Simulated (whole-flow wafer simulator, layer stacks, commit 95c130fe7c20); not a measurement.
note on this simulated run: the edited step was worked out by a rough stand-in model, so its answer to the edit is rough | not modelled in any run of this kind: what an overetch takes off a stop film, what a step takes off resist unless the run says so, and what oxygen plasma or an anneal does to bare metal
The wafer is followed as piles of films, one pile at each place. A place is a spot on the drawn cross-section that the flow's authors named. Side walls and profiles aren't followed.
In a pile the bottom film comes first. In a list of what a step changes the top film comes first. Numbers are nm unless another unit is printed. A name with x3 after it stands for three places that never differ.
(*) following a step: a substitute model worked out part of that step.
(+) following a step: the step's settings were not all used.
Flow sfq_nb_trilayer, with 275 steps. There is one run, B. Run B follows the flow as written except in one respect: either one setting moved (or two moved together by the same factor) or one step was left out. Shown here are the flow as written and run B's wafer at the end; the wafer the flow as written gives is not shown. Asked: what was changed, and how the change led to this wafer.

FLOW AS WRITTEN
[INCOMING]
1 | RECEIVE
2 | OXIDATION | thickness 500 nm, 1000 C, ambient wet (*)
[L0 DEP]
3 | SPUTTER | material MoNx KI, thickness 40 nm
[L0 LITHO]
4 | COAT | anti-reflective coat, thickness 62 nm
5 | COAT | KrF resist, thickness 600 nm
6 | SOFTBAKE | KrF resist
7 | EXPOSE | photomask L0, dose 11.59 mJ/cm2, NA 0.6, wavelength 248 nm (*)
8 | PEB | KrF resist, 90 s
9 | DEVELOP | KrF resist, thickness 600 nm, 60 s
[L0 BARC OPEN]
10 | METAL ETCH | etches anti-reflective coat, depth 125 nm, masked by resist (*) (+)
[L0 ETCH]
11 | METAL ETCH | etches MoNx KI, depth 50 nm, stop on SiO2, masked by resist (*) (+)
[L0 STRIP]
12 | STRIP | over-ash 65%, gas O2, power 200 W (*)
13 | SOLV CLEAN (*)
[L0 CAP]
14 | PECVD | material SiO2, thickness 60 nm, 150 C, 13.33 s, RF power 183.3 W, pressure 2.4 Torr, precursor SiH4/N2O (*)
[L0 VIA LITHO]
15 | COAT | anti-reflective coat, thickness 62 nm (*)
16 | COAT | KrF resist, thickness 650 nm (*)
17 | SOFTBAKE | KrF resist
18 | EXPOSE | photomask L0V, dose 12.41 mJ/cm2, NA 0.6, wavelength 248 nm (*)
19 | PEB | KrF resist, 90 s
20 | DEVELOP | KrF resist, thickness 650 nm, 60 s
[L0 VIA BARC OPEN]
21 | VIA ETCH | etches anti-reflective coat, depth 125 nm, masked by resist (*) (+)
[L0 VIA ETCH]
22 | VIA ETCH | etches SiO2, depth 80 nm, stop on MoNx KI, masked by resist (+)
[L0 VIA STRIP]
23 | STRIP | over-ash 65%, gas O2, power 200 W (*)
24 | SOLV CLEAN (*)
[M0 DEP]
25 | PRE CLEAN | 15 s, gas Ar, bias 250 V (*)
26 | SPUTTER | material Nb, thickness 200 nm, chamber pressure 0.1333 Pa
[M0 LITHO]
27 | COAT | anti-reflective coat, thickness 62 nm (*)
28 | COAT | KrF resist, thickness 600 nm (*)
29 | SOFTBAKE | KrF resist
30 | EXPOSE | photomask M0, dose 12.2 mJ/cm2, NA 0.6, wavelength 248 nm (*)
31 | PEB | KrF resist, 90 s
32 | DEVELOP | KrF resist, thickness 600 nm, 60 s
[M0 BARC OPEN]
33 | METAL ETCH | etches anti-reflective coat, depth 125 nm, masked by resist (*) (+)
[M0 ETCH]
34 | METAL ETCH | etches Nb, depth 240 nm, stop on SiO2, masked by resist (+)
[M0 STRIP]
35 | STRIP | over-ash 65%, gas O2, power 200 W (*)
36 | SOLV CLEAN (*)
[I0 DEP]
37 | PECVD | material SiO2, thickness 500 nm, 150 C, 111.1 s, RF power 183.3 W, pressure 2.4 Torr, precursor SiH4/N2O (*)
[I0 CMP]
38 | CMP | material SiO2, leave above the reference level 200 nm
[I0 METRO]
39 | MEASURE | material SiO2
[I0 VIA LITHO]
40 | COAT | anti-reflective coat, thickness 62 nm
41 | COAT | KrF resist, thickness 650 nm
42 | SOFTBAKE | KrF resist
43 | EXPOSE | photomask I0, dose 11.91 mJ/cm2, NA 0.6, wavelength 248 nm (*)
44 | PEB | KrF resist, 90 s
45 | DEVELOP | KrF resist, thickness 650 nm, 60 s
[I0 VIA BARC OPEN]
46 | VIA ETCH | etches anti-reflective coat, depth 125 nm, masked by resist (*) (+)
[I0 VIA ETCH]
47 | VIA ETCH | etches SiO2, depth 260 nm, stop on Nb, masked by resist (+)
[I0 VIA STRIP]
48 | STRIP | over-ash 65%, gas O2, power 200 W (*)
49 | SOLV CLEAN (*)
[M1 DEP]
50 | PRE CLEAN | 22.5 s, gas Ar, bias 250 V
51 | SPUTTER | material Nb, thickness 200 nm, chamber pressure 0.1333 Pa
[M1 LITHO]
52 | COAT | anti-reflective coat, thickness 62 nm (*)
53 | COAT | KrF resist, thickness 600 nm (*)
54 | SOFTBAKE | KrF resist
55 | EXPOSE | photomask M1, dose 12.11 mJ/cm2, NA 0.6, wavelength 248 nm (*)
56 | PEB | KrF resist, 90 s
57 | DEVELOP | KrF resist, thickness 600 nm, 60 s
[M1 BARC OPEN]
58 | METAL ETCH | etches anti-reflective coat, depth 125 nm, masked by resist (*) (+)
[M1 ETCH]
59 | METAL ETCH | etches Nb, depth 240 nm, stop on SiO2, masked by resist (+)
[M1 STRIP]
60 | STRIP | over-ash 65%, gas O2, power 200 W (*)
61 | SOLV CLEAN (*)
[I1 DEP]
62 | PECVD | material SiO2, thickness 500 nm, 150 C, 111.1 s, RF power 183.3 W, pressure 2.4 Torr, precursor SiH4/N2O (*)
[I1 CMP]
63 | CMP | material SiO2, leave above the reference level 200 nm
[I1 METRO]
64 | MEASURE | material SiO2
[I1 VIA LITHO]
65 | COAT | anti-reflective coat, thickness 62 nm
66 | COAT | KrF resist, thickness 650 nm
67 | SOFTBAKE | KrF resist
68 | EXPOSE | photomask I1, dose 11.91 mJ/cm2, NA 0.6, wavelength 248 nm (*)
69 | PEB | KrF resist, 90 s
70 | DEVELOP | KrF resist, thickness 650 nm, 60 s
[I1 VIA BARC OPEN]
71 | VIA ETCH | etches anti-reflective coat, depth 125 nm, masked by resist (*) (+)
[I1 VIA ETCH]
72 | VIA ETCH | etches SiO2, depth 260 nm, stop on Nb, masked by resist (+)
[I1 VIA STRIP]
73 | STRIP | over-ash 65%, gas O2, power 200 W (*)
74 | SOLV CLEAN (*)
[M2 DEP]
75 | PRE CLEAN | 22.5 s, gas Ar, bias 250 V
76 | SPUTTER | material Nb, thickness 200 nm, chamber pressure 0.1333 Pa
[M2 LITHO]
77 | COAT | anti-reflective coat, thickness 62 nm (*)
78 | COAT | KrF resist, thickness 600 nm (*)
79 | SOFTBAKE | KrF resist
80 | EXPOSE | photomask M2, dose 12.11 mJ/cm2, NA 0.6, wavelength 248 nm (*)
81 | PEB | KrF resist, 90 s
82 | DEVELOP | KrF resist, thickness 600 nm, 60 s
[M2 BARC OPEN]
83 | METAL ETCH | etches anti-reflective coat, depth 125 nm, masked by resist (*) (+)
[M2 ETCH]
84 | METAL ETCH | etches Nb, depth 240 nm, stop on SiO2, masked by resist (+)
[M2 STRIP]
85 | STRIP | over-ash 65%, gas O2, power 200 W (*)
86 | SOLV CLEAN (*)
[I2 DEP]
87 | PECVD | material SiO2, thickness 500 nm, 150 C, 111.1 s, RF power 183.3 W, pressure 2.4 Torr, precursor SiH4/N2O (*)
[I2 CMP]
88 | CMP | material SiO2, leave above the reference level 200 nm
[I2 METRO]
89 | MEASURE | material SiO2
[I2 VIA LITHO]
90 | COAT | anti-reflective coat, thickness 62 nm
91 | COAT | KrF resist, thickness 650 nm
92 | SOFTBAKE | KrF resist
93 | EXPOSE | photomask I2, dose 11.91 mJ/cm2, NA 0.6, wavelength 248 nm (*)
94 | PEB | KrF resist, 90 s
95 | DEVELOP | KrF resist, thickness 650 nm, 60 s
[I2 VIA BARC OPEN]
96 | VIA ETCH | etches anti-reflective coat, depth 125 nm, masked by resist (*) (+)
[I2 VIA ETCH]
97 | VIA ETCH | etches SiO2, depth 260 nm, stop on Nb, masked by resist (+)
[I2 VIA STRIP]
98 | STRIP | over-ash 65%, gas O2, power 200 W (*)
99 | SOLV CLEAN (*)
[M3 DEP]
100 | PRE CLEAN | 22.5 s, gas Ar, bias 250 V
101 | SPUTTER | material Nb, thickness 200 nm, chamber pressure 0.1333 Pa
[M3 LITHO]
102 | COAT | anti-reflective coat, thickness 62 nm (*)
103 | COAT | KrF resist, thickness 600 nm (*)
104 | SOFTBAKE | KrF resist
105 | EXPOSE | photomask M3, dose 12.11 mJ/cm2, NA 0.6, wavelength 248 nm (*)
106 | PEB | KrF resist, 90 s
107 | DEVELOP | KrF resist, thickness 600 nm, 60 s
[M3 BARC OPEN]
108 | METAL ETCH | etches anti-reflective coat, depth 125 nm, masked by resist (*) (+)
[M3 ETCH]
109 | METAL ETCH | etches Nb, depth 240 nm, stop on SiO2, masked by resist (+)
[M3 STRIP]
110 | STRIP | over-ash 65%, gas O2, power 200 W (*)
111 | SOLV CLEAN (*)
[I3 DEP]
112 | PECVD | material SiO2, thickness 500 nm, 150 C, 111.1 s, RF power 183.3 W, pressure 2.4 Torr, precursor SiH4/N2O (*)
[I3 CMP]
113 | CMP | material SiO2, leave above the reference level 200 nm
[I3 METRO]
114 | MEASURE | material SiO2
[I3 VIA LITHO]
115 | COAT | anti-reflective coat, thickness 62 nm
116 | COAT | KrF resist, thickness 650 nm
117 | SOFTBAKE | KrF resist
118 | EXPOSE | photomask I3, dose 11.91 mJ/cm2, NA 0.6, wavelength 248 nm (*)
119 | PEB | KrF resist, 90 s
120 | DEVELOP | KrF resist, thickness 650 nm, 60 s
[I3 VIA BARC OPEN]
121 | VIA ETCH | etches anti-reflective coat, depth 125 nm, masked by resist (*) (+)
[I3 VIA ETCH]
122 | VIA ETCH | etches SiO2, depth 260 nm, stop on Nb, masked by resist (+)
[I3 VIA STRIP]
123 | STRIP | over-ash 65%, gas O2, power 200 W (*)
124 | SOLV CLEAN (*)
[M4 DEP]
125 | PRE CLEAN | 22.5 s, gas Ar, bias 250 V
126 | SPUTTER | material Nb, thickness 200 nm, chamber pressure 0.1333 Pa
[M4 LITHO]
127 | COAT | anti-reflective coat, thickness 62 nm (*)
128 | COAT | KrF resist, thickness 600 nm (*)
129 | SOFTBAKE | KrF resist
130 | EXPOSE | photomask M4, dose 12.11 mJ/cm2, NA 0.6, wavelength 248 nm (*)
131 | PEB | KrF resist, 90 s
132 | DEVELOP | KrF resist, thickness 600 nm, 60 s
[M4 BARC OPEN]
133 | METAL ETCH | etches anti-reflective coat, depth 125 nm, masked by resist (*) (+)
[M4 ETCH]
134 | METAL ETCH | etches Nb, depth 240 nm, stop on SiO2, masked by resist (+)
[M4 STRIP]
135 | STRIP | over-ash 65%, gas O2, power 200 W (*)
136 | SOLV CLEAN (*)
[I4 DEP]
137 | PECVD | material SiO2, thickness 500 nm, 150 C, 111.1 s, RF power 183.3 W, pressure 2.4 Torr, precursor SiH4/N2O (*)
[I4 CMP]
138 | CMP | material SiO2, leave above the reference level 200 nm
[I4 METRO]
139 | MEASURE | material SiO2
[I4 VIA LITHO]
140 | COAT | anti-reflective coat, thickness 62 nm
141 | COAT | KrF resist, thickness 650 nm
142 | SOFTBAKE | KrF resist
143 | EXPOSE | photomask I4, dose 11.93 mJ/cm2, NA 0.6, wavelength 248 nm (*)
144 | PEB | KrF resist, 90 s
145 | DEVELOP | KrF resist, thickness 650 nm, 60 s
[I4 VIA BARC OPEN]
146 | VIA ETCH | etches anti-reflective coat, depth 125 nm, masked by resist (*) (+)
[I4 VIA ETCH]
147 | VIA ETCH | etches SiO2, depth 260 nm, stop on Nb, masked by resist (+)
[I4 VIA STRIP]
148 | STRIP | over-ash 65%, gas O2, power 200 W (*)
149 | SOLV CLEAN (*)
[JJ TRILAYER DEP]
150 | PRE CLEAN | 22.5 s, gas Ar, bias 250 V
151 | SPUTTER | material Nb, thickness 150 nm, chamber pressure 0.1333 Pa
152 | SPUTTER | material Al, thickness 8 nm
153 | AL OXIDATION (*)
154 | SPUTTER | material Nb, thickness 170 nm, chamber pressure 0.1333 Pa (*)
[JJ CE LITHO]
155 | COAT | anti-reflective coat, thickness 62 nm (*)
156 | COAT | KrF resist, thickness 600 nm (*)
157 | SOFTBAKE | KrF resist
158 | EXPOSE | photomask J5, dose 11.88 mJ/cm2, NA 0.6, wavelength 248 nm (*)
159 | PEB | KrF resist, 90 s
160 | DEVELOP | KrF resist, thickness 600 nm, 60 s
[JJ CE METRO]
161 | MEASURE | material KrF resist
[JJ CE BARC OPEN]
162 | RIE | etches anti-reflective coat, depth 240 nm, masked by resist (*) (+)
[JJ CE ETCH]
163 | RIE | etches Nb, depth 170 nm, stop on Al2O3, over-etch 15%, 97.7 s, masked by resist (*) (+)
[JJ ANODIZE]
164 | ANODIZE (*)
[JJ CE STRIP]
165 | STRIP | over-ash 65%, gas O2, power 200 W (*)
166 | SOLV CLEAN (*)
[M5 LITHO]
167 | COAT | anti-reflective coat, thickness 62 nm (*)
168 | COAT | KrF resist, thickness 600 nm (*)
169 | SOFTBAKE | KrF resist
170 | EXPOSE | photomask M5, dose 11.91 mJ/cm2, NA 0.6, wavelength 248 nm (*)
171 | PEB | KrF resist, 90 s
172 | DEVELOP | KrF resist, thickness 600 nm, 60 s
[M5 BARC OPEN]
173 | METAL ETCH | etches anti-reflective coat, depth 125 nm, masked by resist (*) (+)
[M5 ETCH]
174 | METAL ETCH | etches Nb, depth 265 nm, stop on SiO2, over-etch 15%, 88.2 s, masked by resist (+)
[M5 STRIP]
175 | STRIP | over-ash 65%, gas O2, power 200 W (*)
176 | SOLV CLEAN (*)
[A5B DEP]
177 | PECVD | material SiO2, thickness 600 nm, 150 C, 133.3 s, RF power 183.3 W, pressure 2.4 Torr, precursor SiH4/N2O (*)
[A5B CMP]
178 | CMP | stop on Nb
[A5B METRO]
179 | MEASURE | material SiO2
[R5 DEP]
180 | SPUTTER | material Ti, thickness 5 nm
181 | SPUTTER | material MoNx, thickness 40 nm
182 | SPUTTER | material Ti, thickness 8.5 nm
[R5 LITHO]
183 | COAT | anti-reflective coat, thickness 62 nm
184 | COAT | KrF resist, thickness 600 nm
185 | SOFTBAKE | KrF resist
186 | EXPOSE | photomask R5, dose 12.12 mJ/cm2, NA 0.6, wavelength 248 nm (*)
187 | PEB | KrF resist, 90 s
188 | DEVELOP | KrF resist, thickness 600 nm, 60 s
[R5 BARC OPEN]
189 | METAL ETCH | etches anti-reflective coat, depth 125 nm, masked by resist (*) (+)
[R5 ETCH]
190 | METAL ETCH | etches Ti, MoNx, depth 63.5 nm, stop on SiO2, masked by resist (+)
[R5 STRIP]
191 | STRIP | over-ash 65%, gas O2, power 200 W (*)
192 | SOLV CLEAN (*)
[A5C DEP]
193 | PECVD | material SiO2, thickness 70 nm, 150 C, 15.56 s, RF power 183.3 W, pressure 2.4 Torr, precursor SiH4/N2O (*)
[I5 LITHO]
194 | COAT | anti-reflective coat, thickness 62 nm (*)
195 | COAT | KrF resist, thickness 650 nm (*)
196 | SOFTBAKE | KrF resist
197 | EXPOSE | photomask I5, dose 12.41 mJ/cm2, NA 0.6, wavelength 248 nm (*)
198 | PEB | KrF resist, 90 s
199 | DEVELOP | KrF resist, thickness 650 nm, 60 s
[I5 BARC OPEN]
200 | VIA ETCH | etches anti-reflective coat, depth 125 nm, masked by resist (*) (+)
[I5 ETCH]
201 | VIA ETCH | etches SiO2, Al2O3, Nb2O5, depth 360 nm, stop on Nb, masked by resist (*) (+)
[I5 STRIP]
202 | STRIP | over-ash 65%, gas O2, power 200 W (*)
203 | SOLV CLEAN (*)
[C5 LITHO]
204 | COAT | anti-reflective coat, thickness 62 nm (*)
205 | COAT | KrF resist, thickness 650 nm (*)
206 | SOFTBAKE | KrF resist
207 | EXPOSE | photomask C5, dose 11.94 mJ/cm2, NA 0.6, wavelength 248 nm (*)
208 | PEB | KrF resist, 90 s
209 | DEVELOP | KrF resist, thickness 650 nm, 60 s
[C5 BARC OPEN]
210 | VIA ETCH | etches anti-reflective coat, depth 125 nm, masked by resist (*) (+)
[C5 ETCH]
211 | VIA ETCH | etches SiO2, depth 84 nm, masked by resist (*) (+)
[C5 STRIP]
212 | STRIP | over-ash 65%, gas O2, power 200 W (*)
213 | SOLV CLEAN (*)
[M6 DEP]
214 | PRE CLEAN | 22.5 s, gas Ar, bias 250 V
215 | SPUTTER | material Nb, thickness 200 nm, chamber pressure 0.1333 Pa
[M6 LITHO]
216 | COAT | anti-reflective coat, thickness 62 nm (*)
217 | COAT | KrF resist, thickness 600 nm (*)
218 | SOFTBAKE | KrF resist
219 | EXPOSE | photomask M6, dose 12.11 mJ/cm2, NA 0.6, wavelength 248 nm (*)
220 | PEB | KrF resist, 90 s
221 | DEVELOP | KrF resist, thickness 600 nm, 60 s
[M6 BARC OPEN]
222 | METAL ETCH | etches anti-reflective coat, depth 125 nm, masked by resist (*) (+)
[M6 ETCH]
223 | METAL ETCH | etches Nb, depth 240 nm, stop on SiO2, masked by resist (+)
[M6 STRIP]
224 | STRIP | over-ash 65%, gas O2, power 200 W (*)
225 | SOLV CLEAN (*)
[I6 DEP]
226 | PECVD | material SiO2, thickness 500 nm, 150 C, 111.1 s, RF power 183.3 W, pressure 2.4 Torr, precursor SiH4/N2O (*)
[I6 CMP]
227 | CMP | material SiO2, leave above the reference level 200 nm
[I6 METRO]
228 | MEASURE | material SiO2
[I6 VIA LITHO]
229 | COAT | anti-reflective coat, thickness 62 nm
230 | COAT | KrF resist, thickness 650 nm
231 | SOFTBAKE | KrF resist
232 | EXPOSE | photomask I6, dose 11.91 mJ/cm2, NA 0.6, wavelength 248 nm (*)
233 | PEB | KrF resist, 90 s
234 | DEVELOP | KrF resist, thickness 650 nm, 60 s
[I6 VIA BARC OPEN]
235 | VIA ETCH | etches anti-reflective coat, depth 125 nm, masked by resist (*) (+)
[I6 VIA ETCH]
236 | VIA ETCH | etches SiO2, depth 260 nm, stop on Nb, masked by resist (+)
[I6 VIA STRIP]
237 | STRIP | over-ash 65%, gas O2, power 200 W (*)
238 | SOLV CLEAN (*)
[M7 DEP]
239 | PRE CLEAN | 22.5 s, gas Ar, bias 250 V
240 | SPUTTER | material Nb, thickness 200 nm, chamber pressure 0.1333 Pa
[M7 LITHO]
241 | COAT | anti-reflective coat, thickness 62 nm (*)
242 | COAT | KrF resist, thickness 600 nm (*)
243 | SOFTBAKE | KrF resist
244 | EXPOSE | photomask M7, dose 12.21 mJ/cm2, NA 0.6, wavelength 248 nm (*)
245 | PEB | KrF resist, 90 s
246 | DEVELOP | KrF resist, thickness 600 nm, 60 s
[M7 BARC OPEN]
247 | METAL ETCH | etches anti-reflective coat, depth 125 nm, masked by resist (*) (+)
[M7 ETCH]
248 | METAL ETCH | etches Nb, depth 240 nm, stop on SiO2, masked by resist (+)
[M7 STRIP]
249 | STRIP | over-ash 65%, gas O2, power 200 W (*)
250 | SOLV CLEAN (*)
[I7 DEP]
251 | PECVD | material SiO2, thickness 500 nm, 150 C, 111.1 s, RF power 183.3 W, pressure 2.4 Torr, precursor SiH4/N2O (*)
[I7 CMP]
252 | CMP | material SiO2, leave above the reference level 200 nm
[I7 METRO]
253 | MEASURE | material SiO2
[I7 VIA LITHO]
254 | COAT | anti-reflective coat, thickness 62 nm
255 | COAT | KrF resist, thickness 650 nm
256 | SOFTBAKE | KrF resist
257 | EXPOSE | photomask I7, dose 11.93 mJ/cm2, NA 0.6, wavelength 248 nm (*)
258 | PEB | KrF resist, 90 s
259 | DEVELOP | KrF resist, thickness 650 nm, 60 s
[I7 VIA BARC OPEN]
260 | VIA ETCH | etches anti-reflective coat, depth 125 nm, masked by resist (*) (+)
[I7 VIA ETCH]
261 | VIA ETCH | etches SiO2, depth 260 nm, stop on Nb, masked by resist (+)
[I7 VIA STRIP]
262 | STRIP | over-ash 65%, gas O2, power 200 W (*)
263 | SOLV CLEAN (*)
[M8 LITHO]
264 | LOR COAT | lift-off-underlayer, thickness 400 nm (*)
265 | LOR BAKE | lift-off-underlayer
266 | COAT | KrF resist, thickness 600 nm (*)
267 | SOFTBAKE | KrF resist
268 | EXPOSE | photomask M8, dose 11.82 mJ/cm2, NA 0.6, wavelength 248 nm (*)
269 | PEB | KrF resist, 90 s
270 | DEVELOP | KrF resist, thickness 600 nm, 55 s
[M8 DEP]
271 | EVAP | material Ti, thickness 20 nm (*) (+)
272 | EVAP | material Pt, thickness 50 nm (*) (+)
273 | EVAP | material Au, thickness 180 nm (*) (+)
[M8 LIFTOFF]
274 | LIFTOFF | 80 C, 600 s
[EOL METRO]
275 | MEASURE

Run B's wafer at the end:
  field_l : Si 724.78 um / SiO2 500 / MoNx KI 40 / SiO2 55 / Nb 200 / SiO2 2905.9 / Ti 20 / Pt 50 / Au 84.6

Cause: step 273, EVAP: thickness 84.6 nm was run, though the flow has thickness 180 nm.
One can read it off the wafer: field_l has Au 84.6, and step 273 as written asks for 180 nm.

How this came from the change, step by step:
  273 | EVAP | material Au, thickness 180 nm (*) (+)
      field_l, v_sur, via_wl and 103 more: +84.6 Au (new film) (it would be, as written: +180 Au (new film))
  274 | LIFTOFF | 80 C, 600 s
      p4_fl, p4_fm, p4_w1 and 71 more: -84.6 Au (all of it), -50 Pt (all of it), -20 Ti (all of it), -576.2 KrF resist (all of it), -400 lift-off-underlayer (all of it) (it would be, as written: -180 Au (all of it), -50 Pt (all of it), -20 Ti (all of it), -576.2 KrF resist (all of it), -400 lift-off-underlayer (all of it))
      c5j, ce_r: -84.6 Au (all of it), -50 Pt (all of it), -20 Ti (all of it), -573.3 KrF resist (all of it), -399.3 lift-off-underlayer (all of it) (it would be, as written: -180 Au (all of it), -50 Pt (all of it), -20 Ti (all of it), -573.3 KrF resist (all of it), -399.3 lift-off-underlayer (all of it))
      (and at 19 other places as well)
